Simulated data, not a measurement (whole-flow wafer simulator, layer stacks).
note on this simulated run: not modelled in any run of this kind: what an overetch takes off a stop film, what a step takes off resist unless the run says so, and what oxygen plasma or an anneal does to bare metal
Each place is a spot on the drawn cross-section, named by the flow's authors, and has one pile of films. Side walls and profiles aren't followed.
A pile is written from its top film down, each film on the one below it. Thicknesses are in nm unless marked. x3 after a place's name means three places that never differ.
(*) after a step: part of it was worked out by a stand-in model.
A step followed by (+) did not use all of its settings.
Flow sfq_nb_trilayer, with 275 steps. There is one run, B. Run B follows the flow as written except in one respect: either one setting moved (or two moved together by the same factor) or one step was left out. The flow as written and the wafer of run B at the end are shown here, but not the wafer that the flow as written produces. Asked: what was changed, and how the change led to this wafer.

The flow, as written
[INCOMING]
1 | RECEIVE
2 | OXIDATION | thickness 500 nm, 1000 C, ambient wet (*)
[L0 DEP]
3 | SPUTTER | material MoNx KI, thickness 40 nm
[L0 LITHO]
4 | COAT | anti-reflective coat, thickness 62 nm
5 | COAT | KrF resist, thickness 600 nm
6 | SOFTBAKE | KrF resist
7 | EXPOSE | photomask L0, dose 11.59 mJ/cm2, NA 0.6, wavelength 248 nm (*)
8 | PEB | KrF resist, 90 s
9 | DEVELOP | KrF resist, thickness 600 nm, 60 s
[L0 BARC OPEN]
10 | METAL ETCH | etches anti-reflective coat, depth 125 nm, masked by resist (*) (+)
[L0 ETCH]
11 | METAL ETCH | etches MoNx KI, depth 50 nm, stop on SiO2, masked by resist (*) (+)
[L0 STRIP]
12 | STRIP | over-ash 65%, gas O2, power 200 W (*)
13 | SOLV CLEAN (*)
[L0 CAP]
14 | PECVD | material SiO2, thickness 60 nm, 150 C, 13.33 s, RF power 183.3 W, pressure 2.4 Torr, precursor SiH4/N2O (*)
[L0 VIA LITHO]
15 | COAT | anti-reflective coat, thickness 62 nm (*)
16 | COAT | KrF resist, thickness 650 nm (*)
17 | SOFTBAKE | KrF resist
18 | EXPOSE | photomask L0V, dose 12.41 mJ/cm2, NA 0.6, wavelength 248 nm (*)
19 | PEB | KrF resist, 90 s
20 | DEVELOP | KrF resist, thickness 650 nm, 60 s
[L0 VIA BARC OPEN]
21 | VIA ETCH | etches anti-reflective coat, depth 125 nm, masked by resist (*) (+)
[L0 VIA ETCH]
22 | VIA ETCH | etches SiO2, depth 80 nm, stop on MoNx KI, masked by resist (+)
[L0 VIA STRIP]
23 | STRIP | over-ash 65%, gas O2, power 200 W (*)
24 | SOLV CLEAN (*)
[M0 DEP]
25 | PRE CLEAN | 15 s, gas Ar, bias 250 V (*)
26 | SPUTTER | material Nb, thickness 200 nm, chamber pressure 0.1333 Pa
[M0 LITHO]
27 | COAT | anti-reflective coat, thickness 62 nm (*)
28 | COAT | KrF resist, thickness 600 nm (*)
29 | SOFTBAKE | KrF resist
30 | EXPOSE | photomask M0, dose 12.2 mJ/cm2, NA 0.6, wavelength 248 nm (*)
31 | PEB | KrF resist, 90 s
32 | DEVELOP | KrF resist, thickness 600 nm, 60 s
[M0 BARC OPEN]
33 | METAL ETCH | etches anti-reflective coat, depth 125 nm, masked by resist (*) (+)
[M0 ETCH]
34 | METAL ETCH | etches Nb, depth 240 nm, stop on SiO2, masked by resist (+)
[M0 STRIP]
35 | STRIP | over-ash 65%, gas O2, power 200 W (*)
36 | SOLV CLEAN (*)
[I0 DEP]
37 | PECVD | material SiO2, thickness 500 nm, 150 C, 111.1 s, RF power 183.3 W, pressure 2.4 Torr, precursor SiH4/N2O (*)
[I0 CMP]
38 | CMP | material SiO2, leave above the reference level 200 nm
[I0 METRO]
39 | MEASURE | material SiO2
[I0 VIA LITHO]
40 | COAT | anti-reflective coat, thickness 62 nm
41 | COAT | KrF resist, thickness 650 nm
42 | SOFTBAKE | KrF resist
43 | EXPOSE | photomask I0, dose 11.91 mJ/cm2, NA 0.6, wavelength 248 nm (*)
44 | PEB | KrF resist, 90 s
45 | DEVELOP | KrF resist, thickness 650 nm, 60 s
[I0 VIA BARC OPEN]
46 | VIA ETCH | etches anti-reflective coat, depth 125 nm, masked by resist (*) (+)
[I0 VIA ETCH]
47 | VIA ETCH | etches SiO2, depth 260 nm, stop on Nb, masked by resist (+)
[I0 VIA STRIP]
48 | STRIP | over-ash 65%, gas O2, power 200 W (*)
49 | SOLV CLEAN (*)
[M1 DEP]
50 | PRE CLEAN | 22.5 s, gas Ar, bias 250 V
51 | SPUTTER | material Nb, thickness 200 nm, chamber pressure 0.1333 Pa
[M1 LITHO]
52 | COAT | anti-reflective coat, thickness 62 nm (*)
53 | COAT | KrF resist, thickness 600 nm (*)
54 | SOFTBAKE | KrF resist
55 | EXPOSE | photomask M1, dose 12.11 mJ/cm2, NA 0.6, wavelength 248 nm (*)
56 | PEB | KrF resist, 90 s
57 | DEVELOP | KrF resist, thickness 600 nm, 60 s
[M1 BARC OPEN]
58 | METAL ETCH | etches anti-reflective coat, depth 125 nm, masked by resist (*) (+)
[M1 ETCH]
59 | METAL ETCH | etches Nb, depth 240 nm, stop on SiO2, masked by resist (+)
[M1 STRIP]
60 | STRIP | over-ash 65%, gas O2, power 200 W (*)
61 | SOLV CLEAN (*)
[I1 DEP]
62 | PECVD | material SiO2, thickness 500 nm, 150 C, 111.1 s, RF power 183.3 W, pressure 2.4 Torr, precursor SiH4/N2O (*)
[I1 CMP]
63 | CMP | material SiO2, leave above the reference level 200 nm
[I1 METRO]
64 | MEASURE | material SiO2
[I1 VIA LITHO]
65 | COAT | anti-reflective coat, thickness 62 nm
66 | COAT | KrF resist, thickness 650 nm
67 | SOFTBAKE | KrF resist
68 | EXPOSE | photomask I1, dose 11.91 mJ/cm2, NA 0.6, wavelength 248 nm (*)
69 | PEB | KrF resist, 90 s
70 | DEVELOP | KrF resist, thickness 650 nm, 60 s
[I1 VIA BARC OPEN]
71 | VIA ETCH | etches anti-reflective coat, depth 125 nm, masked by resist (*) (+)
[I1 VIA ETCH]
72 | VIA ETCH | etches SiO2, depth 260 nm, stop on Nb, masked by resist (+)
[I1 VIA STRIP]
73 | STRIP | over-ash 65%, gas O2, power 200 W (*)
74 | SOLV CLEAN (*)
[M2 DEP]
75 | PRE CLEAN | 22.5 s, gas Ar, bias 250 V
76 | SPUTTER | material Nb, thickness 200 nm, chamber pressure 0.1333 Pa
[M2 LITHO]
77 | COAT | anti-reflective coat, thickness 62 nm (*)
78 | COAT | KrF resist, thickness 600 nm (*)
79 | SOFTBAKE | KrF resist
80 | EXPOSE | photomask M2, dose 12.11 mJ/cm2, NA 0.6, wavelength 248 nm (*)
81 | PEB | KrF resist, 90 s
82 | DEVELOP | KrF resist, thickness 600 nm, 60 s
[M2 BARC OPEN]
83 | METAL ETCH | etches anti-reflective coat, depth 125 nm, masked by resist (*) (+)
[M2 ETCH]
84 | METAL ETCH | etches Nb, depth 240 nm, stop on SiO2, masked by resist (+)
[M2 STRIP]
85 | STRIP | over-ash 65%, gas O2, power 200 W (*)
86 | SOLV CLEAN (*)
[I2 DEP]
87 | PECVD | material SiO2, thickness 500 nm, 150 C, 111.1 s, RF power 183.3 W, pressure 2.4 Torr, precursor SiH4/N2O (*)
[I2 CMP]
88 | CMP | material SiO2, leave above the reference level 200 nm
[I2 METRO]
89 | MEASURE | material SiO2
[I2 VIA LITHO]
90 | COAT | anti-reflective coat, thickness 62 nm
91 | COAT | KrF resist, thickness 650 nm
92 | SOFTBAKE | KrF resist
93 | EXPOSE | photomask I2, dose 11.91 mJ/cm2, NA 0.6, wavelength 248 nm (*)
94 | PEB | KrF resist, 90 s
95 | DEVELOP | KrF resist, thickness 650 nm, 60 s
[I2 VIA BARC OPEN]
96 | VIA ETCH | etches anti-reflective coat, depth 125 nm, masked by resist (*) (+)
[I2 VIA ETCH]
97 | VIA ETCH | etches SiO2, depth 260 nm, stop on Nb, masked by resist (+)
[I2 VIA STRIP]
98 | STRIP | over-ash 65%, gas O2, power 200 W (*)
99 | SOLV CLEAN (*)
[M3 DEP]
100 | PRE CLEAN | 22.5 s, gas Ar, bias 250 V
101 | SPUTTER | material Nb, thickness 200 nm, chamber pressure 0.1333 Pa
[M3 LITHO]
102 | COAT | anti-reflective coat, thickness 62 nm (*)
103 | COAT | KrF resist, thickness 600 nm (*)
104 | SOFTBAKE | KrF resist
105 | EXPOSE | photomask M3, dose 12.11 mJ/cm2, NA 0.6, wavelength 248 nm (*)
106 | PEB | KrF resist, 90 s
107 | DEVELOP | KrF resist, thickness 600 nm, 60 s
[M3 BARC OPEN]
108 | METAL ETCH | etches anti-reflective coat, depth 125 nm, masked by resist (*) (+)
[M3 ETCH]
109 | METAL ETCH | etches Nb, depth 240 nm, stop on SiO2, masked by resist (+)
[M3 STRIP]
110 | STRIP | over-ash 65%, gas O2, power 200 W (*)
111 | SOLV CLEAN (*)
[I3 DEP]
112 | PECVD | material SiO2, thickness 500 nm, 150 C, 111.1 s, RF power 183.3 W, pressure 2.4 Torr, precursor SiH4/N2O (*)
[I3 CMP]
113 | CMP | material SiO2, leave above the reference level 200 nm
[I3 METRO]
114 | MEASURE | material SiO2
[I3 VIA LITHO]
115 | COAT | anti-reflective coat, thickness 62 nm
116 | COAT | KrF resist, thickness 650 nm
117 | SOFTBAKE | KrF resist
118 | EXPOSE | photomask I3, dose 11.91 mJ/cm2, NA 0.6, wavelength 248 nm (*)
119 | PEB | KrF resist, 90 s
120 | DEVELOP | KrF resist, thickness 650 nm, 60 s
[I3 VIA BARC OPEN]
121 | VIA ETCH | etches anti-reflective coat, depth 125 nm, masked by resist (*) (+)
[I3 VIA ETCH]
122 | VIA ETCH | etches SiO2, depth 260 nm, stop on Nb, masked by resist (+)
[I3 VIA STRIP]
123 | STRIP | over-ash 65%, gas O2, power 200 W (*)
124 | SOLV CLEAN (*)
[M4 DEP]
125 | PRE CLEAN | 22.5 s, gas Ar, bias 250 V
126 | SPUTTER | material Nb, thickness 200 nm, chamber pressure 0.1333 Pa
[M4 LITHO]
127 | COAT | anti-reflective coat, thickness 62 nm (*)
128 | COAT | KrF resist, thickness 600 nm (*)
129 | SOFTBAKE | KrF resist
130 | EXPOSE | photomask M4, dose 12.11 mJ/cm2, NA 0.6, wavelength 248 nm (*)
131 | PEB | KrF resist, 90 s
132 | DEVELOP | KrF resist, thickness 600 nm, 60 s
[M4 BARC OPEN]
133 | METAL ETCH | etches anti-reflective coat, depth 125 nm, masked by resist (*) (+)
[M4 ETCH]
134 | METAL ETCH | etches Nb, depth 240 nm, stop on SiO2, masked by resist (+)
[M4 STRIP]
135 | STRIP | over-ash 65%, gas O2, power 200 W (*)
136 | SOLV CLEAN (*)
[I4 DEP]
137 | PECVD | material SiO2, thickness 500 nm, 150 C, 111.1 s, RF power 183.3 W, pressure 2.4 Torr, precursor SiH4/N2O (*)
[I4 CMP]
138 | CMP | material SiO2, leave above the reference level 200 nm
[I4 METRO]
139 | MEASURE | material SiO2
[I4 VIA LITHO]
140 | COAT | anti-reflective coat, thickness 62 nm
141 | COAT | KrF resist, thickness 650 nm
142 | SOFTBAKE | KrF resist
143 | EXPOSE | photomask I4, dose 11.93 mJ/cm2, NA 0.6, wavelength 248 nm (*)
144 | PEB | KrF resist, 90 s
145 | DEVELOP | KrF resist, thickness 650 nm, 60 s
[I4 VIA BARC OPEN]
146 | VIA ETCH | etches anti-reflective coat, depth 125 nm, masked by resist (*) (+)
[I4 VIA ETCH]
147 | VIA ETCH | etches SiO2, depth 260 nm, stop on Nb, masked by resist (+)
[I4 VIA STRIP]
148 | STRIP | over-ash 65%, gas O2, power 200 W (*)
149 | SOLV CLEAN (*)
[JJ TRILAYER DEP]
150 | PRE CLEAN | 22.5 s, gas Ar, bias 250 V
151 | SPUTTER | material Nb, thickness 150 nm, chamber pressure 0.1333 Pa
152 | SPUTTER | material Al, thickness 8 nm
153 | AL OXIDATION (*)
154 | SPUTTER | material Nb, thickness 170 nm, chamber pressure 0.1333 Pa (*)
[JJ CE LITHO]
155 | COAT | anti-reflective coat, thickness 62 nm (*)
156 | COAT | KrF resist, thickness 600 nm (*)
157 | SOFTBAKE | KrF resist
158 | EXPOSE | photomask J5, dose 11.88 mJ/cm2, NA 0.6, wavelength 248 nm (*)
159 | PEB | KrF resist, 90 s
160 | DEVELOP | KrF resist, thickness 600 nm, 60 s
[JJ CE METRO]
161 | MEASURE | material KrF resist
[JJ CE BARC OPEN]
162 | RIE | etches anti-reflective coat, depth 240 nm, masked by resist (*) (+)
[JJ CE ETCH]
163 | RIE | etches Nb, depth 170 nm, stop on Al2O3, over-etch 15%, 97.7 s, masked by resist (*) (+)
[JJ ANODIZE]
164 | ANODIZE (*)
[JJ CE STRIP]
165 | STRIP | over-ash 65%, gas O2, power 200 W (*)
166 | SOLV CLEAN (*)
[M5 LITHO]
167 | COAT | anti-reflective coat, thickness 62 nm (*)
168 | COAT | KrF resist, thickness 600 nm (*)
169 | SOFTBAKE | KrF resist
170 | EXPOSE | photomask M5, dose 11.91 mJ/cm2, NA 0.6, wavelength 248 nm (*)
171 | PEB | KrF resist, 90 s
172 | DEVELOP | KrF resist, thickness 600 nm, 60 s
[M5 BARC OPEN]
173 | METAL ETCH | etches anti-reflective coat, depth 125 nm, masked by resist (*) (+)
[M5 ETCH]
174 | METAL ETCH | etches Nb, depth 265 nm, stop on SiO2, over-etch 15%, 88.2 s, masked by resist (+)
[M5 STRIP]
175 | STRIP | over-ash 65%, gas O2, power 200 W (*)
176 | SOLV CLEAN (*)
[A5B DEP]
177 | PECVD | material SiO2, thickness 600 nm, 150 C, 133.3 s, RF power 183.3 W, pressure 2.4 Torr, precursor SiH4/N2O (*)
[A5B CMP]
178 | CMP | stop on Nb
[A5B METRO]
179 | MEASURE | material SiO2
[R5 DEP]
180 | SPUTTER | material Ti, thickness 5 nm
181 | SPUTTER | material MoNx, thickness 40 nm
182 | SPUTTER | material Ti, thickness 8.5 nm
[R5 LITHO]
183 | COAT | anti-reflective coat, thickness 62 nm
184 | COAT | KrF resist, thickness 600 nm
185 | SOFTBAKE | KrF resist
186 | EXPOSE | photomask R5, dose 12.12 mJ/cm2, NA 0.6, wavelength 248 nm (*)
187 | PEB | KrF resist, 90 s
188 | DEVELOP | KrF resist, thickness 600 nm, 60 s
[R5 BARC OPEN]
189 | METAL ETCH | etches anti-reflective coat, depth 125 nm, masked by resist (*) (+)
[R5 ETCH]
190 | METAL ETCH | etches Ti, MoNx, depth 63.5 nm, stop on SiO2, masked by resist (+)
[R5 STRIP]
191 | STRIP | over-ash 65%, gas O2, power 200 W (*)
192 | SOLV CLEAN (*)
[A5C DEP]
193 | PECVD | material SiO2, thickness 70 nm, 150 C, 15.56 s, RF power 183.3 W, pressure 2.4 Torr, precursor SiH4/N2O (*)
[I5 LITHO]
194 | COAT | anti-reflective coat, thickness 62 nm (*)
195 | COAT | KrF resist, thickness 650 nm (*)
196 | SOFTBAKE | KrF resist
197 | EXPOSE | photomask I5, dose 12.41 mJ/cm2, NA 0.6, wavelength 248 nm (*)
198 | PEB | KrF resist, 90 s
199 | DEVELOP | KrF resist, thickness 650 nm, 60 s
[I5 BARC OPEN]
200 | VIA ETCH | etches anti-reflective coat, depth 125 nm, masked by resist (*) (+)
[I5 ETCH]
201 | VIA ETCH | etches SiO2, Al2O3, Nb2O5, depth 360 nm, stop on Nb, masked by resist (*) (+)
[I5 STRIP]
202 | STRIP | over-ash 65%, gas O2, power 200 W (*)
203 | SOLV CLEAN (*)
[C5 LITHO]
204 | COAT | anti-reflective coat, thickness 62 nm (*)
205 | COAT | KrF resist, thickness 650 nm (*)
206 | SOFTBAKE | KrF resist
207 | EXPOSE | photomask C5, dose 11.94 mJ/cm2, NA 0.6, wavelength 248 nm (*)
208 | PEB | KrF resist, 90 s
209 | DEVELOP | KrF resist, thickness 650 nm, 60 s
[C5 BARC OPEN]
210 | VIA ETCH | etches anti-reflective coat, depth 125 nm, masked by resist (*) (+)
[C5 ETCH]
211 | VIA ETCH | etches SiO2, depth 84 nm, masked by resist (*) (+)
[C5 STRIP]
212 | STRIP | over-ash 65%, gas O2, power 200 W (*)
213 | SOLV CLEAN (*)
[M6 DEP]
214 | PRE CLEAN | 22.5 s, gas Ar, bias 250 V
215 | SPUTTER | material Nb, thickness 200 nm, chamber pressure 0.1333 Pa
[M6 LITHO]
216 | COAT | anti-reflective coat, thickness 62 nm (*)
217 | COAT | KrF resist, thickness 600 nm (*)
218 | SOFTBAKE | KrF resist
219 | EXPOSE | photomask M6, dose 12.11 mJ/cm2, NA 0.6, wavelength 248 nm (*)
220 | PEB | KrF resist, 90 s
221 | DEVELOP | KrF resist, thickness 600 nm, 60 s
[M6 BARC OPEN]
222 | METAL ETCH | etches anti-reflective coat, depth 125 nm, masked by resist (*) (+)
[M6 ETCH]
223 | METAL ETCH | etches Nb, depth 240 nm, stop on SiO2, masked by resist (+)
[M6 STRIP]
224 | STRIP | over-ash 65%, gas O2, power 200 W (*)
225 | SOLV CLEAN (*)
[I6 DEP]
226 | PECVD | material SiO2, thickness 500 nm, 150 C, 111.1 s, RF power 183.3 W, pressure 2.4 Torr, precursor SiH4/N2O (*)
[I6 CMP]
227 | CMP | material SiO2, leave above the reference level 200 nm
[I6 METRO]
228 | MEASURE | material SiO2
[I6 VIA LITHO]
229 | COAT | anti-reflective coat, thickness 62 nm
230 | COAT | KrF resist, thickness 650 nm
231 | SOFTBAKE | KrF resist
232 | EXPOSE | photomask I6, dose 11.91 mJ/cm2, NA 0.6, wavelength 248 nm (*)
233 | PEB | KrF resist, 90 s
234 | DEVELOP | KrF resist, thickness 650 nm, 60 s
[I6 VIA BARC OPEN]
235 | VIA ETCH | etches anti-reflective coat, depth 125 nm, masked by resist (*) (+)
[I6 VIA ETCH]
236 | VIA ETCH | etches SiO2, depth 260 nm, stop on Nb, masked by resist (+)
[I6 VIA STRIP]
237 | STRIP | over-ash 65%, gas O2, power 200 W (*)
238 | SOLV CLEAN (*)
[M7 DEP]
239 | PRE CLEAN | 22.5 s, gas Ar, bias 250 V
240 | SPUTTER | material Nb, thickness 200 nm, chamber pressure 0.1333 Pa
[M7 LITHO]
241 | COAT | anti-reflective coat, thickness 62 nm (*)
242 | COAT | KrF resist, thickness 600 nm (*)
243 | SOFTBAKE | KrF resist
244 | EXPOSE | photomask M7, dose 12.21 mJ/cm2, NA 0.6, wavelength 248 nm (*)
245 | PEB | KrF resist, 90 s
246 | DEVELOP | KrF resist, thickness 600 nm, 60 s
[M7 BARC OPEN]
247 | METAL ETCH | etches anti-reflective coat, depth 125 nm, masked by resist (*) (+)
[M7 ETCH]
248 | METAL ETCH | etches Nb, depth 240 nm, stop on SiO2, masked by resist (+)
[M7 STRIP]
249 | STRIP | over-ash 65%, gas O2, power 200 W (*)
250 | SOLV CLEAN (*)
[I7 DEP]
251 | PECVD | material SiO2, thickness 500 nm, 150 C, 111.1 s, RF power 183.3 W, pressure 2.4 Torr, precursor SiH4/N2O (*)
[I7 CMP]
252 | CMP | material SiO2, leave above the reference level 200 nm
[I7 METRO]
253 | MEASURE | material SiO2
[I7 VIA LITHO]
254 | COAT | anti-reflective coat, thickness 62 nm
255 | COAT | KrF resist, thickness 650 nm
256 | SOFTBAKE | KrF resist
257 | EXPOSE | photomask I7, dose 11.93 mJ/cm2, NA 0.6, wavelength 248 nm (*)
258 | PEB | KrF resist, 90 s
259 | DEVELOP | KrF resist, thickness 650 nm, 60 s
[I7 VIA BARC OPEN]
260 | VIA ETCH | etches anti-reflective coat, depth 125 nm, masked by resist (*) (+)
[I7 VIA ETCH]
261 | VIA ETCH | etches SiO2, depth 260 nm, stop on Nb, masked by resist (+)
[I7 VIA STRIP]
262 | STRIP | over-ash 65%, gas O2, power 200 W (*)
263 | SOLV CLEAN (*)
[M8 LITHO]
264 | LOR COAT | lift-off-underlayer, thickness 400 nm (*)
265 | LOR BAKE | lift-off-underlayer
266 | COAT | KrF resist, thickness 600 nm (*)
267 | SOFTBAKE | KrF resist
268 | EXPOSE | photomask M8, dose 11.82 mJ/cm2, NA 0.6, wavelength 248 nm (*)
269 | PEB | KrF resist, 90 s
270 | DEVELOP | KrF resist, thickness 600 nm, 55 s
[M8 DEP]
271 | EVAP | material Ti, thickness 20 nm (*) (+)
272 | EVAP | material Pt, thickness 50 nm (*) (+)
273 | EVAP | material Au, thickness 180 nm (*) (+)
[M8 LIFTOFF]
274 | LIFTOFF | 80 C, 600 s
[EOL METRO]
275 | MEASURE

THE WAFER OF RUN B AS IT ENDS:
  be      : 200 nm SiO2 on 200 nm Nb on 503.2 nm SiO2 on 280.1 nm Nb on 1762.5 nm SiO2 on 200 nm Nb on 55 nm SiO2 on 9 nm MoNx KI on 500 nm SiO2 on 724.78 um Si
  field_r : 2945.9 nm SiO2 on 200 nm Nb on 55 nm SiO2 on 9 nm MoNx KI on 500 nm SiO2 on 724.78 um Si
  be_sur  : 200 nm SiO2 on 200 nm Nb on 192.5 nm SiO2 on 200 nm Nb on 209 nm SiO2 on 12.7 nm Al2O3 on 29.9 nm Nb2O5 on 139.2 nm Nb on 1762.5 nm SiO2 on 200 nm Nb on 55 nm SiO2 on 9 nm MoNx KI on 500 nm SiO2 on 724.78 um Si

Cause: step 3, SPUTTER: thickness 59 nm was run, whereas the flow has thickness 40 nm.

How this came from the change, step by step:
  3 | SPUTTER | material MoNx KI, thickness 40 nm
      field_l, v_sur, via_wl and 103 more: +59 MoNx KI (new film) (as written it would have been: +40 MoNx KI (new film))
  11 | METAL ETCH | etches MoNx KI, depth 50 nm, stop on SiO2, masked by resist (*) (+)
      v_sur, via_wl, via_w and 97 more: -50 MoNx KI (as written it would have been: -40 MoNx KI (all of it))
  14 | PECVD | material SiO2, thickness 60 nm, 150 C, 13.33 s, RF power 183.3 W, pressure 2.4 Torr, precursor SiH4/N2O (*)
      v_sur, via_wl, via_w and 97 more: +60 SiO2 (new film) (as written it would have been: +60 SiO2)
  15 | COAT | anti-reflective coat, thickness 62 nm (*)
      field_l: +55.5 anti-reflective coat (new film) (as written it would have been: +56.7 anti-reflective coat (new film))
      v_sur: +74.9 anti-reflective coat (new film) (as written it would have been: +72.2 anti-reflective coat (new film))
      (as well as at 2 more places)
  23 | STRIP | over-ash 65%, gas O2, power 200 W (*)
      field_l: -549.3 KrF resist (all of it), -55.5 anti-reflective coat (all of it) (as written it would have been: -551.4 KrF resist (all of it), -56.7 anti-reflective coat (all of it))
      v_sur: -573.1 KrF resist (all of it), -74.9 anti-reflective coat (all of it) (as written it would have been: -570.5 KrF resist (all of it), -72.2 anti-reflective coat (all of it))
      (as well as at 2 more places)
  27 | COAT | anti-reflective coat, thickness 62 nm (*)
      v_sur: +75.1 anti-reflective coat (new film) (as written it would have been: +72.3 anti-reflective coat (new film))
      l0_sur: +46.5 anti-reflective coat (new film) (as written it would have been: +47.5 anti-reflective coat (new film))
      (as well as at 1 more place)
  35 | STRIP | over-ash 65%, gas O2, power 200 W (*)
      v_sur: -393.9 KrF resist (all of it), -75.1 anti-reflective coat (all of it) (as written it would have been: -391.6 KrF resist (all of it), -72.3 anti-reflective coat (all of it))
      l0_sur: -369.2 KrF resist (all of it), -46.5 anti-reflective coat (all of it) (as written it would have been: -372 KrF resist (all of it), -47.5 anti-reflective coat (all of it))
      (as well as at 1 more place)
  38 | CMP | material SiO2, leave above the reference level 200 nm
      field_l, l0_sur, l0r_line_l, l0r_line_c, l0r_line_r: -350 SiO2 (as written it would have been: -340 SiO2)
      l0v: -287.8 SiO2 (as written it would have been: -277.8 SiO2)
Taking metal films that touch as one body, be has 4 bodies (between them, from the top down: SiO2 503.2; SiO2 1762.5; SiO2 55); the flow as written gives 3 bodies (between them, from the top down: SiO2 503.2; SiO2 1762.5).
Taking metal films that touch as one body, field_r has 2 bodies (between them, from the top down: SiO2 55); the flow as written gives 1 body.
Taking metal films that touch as one body, be_sur has 5 bodies (between them, from the top down: SiO2 192.5; SiO2 209 / Al2O3 12.7 / Nb2O5 29.9; SiO2 1762.5; SiO2 55); the flow as written gives 4 bodies (between them, from the top down: SiO2 192.5; SiO2 209 / Al2O3 12.7 / Nb2O5 29.9; SiO2 1762.5).
